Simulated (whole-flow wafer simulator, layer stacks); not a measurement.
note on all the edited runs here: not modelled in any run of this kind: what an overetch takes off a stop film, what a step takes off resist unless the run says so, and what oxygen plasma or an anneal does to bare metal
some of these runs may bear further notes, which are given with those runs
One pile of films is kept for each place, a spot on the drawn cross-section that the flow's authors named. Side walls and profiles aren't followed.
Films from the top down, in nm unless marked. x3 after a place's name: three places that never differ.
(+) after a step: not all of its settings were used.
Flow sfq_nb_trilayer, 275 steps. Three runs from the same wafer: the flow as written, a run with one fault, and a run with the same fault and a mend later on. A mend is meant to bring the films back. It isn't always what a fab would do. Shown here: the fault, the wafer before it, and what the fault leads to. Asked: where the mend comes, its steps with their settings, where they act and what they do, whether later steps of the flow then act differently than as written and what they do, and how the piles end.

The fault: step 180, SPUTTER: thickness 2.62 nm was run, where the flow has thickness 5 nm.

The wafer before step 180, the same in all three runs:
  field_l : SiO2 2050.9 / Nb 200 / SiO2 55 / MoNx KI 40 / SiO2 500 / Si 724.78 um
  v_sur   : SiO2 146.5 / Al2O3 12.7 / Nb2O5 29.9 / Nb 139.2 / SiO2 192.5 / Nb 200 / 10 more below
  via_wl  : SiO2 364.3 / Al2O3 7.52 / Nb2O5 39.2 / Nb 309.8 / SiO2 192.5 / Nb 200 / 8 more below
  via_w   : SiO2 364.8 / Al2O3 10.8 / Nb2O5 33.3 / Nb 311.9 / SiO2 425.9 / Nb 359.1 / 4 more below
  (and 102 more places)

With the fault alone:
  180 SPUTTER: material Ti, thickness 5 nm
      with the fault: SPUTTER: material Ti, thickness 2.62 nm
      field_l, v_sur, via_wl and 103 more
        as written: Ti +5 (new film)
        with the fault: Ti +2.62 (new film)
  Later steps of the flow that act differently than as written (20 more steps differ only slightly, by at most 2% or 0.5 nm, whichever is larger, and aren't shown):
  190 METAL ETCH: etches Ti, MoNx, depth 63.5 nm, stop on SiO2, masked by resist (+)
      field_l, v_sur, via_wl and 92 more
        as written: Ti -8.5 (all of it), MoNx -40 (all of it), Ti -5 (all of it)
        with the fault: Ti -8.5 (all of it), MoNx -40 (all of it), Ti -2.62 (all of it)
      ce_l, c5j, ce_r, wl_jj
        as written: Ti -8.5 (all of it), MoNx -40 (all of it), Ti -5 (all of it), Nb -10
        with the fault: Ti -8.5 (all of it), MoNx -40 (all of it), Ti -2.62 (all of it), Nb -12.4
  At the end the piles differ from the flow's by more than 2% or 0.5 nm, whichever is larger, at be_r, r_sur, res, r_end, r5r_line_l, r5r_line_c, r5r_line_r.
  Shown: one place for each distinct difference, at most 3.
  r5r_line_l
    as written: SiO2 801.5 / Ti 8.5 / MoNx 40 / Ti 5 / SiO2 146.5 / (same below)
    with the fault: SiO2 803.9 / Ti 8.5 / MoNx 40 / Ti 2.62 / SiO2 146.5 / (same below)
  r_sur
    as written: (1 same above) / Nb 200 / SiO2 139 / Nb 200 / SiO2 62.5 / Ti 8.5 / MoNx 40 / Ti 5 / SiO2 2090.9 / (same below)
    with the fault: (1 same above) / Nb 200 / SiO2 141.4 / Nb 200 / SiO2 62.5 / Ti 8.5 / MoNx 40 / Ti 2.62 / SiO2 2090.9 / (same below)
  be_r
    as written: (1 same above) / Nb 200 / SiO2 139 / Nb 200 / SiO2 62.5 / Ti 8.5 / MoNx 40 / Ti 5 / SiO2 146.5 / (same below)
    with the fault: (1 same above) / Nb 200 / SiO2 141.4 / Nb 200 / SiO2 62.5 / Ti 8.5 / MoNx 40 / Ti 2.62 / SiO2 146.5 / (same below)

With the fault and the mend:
  The mend comes after step 180.
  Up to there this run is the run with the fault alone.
  180a SPUTTER: material Ti, thickness 2.38 nm (the flow's step 180 once more, with other settings)
      field_l, v_sur, via_wl and 103 more
        Ti +2.38
  No later step of the flow acts differently than as written at any place that is followed.
  At the end the piles are the same as the flow's at every place that both follow.
